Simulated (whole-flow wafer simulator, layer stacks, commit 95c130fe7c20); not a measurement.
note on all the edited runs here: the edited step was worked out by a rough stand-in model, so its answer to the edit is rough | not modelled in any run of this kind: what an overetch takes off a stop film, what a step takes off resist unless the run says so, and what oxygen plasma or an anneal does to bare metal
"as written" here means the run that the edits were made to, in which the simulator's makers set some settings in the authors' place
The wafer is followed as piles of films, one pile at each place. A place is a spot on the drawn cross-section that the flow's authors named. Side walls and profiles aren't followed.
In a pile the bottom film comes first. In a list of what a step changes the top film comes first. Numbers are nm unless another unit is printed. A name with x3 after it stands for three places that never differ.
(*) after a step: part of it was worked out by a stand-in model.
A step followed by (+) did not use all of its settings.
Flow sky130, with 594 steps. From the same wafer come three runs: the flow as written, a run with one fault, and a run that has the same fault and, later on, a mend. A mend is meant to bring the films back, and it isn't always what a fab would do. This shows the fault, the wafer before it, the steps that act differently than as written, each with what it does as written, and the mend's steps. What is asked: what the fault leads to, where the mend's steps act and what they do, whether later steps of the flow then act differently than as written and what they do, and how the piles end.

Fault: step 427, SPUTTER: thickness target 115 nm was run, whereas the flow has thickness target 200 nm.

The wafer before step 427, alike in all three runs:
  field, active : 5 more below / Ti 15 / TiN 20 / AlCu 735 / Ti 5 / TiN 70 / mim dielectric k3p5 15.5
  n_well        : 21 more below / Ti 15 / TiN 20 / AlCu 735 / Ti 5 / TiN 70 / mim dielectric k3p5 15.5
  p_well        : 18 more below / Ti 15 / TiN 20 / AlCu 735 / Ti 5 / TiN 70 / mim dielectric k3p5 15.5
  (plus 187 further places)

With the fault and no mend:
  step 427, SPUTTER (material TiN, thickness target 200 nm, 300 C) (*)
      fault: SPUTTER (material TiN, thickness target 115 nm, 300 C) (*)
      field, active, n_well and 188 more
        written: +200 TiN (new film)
        fault: +115 TiN (new film)
  Steps later in the flow that act otherwise than as written (2 other steps are not shown; they differ only slightly, by no more than 2% or 0.5 nm, whichever is larger):
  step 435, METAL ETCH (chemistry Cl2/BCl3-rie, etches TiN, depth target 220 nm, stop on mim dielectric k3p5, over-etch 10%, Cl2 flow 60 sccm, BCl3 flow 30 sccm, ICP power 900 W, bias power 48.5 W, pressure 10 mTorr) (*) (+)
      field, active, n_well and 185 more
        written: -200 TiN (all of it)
        fault: -115 TiN (all of it)
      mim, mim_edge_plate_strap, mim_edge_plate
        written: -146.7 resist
        fault: -84.3 resist
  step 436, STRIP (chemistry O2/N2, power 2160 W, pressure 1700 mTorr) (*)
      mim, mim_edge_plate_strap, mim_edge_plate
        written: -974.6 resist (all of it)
        fault: -1036.9 resist (all of it)
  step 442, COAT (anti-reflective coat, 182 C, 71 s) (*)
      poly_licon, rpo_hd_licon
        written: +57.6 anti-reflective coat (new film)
        fault: +79.1 anti-reflective coat (new film)
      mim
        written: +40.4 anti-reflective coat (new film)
        fault: +30.1 anti-reflective coat (new film)
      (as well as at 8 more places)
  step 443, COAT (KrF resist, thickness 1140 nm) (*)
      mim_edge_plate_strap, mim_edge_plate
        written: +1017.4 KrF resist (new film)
        fault: +1102.4 KrF resist (new film)
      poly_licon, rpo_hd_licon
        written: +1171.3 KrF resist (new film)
        fault: +1147.5 KrF resist (new film)
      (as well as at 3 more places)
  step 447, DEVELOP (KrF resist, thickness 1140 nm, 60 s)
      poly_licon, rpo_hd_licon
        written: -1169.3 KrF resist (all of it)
        fault: -1145.6 KrF resist (all of it)
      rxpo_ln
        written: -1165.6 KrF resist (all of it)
        fault: -1139.8 KrF resist (all of it)
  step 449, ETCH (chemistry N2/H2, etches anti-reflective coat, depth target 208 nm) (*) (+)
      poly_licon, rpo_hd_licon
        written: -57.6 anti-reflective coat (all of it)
        fault: -79.1 anti-reflective coat (all of it)
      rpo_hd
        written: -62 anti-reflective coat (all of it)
        fault: -75.8 anti-reflective coat (all of it)
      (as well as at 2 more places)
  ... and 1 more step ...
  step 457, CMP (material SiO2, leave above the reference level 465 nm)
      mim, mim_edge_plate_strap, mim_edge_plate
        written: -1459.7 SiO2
        fault: -1374.7 SiO2
  The piles end different from the flow's at mim, mim_edge_plate_strap, mim_edge_plate by more than 2% or 0.5 nm, whichever is larger.
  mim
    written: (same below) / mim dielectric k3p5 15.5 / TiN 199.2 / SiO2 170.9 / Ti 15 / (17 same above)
    fault: (same below) / mim dielectric k3p5 15.5 / TiN 114.2 / SiO2 255.9 / Ti 15 / (17 same above)
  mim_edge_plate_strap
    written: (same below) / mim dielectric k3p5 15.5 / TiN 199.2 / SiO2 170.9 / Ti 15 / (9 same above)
    fault: (same below) / mim dielectric k3p5 15.5 / TiN 114.2 / SiO2 255.9 / Ti 15 / (9 same above)
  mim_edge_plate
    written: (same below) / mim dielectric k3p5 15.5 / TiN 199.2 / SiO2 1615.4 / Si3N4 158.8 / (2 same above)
    fault: (same below) / mim dielectric k3p5 15.5 / TiN 114.2 / SiO2 1700.4 / Si3N4 158.8 / (2 same above)

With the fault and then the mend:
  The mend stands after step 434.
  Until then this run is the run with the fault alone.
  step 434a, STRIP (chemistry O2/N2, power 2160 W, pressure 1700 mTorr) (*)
      mim, mim_edge_plate_strap, mim_edge_plate
        -1121.3 resist (all of it)
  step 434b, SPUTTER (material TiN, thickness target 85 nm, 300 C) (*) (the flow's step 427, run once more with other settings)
      field, active, n_well and 188 more
        +85 TiN
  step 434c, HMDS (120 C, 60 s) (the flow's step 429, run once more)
      alters no film at any place that is followed
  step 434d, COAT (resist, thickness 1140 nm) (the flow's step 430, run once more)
      field, active, n_well and 186 more
        +1140 resist (new film)
      m1, via2_hole
        +1140.6 resist (new film)
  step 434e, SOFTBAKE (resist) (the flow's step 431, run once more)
      alters no film at any place that is followed
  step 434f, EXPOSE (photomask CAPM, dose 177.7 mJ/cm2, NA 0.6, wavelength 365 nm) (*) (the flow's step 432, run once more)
      alters no film at any place that is followed
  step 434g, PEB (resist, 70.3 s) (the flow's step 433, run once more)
      field, active, n_well and 188 more
        -18.7 resist
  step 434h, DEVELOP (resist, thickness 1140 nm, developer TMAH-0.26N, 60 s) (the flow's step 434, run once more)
      field, active, n_well and 183 more
        -1121.3 resist (all of it)
      m1, via2_hole
        -1121.9 resist (all of it)
  Every later step of the flow that is run acts as written at every place that is followed.
  The piles end the same as the flow's at every place that both follow.
